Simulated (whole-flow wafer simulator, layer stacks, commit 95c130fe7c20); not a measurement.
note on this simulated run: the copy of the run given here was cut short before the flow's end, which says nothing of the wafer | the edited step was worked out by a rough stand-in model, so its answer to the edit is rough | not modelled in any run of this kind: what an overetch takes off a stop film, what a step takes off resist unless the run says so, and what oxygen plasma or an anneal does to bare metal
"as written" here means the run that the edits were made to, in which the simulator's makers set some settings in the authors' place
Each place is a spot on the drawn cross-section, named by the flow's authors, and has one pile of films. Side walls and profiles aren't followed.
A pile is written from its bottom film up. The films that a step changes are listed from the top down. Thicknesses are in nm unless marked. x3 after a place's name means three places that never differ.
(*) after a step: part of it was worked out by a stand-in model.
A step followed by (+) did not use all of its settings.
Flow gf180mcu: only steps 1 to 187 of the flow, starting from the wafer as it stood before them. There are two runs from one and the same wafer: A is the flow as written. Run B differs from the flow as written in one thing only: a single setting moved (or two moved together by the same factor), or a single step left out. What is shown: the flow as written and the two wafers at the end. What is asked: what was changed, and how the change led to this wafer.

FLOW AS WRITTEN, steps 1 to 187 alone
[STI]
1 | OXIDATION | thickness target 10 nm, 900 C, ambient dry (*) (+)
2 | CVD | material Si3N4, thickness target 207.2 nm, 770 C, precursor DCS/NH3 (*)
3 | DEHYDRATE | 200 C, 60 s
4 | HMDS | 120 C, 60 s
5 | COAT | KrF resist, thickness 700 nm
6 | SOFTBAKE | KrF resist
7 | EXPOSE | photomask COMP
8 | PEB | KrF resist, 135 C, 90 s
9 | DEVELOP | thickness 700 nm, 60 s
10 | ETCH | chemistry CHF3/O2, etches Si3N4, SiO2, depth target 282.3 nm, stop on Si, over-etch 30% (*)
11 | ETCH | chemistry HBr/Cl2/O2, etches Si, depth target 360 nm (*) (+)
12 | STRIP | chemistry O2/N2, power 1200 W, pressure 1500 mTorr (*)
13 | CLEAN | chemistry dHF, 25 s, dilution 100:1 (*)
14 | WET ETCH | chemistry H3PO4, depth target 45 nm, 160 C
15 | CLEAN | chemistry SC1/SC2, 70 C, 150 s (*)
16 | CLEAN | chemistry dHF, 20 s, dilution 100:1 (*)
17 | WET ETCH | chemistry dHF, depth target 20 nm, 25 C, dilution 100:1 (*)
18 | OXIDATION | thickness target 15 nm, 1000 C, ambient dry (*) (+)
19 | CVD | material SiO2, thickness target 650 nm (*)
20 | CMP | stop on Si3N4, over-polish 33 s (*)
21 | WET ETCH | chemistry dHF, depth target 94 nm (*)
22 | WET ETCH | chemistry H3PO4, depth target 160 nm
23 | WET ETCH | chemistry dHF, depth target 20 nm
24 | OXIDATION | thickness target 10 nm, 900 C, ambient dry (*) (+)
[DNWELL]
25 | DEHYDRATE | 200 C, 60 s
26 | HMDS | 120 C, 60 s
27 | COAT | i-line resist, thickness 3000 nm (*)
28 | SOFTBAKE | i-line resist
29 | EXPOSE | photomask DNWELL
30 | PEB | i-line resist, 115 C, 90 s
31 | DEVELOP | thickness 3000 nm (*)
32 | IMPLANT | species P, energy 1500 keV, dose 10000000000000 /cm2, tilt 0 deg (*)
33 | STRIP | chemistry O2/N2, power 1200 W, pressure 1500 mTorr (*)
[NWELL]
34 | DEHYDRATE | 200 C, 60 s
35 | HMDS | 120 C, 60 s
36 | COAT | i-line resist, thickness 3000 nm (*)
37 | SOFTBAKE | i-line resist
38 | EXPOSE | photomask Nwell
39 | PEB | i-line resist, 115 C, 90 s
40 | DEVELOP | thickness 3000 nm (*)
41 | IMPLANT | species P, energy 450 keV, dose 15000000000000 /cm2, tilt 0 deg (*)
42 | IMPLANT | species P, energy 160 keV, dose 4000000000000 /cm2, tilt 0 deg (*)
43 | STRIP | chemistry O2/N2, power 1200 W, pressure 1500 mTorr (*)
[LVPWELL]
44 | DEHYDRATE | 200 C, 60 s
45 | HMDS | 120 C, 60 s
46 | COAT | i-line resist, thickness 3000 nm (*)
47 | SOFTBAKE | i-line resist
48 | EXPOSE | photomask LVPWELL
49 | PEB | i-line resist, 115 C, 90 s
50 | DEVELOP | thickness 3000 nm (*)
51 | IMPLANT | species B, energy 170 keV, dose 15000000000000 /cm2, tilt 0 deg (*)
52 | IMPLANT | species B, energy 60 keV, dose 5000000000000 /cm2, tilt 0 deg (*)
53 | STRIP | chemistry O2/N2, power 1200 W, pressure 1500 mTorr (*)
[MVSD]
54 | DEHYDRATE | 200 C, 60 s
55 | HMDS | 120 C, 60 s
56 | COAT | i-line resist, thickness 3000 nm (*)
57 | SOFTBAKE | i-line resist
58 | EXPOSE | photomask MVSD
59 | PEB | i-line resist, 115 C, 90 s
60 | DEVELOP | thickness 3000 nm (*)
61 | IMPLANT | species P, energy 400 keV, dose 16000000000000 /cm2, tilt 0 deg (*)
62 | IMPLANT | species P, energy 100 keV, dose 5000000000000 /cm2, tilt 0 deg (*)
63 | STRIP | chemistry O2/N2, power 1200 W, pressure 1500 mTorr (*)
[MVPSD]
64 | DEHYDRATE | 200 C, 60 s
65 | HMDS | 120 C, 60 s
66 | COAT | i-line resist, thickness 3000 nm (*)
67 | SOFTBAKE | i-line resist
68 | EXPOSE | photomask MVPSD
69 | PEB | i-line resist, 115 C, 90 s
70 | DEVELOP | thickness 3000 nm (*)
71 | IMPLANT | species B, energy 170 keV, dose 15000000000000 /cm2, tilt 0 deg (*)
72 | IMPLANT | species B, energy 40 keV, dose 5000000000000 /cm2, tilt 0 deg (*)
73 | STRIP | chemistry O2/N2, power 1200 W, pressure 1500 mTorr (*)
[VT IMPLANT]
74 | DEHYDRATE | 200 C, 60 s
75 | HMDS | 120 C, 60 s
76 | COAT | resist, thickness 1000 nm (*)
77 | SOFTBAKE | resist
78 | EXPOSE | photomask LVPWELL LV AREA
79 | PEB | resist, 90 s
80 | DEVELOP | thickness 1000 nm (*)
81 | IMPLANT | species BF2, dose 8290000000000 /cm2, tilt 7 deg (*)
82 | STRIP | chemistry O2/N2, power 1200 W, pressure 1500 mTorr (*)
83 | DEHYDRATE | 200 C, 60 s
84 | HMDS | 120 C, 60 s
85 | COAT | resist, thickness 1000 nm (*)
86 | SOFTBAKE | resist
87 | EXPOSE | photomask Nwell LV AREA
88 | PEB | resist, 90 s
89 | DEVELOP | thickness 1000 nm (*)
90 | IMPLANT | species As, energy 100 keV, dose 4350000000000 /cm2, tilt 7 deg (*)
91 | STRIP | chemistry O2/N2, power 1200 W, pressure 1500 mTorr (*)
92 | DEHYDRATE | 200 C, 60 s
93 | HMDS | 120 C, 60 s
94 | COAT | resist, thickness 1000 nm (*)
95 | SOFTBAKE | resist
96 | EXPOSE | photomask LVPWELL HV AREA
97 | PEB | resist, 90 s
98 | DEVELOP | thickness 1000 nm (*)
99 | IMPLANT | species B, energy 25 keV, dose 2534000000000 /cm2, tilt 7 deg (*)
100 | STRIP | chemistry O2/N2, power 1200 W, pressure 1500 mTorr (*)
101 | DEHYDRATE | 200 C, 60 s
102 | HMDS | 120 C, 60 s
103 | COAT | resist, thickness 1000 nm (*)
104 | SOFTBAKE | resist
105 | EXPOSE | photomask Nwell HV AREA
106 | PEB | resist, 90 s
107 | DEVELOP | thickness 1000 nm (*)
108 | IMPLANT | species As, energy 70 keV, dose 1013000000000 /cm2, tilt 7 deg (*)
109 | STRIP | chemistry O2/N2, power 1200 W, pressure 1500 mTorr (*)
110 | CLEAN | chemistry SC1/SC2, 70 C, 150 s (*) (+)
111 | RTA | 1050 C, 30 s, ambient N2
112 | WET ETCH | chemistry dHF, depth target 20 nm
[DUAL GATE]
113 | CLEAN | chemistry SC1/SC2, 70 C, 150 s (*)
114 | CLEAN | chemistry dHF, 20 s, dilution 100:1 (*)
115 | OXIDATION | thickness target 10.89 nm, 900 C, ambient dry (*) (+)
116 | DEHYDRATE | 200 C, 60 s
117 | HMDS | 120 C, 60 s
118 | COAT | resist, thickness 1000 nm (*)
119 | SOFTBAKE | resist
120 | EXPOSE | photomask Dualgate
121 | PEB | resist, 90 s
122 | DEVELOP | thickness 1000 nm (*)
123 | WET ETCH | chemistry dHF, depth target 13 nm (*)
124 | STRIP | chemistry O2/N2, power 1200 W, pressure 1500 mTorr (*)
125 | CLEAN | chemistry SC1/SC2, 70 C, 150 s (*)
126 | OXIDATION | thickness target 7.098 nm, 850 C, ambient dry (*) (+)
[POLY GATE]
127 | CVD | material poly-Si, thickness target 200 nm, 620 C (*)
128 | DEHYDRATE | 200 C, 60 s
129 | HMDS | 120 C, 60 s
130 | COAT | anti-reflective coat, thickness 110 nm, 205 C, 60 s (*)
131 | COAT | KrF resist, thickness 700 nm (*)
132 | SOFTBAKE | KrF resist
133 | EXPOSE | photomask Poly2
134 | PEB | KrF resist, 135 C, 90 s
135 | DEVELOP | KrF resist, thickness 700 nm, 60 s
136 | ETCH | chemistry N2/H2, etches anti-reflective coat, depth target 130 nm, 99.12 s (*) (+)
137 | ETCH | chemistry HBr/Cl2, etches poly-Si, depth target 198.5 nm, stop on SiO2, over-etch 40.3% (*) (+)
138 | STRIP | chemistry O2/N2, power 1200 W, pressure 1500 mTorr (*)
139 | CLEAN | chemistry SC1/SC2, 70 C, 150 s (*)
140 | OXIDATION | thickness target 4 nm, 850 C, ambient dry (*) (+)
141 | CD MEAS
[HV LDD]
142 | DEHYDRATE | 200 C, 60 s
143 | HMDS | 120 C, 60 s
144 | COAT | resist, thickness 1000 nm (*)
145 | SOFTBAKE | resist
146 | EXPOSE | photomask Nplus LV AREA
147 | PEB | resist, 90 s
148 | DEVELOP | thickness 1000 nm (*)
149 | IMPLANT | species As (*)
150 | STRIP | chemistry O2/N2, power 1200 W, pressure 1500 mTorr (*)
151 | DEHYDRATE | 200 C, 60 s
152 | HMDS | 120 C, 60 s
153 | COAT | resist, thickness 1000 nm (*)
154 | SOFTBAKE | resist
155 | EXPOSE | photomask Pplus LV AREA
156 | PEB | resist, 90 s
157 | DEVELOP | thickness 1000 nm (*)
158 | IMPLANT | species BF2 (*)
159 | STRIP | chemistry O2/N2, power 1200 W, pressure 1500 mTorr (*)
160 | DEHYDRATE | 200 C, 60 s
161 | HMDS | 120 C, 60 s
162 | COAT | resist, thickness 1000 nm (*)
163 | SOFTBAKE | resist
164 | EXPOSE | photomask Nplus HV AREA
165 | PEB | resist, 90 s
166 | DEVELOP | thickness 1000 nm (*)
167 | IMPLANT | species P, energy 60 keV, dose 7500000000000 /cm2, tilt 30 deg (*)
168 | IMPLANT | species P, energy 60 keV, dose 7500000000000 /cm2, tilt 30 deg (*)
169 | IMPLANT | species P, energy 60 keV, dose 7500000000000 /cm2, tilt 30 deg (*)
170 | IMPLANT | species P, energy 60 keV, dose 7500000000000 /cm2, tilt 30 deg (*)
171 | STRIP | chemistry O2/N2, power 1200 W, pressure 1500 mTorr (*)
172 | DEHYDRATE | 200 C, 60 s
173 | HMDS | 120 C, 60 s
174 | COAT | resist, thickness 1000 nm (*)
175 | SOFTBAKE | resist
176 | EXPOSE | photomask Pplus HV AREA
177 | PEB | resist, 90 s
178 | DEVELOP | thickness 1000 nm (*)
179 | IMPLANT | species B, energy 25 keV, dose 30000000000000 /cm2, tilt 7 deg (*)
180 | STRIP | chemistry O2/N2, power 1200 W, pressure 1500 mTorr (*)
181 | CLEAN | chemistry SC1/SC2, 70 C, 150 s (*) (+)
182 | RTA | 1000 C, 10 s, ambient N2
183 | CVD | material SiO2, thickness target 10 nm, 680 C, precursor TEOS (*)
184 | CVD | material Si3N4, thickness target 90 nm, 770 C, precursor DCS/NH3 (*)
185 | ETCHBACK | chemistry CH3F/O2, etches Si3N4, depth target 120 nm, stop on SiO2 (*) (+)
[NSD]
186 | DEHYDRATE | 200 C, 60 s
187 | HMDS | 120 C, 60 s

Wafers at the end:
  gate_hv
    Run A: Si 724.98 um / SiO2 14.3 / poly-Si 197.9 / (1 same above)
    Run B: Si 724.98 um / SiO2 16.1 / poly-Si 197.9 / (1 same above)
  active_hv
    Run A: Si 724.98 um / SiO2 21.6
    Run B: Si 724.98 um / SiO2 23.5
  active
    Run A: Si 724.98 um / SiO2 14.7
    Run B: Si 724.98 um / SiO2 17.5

The reason: step 126, OXIDATION: 885 C was run, whereas the flow has 850 C.

The path from the change to this, step by step:
  126 | OXIDATION | thickness target 7.098 nm, 850 C, ambient dry (*) (+)
      gate_hv, active_hv, active_nat and 25 more: A +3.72 SiO2, -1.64 Si | B +5.58 SiO2, -2.45 Si
      active, n_well, p_well and 12 more: A +7.1 SiO2 (new film), -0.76 chemical SiO2 (all of it), -2.79 Si | B +9.95 SiO2 (new film), -0.76 chemical SiO2 (all of it), -4.04 Si
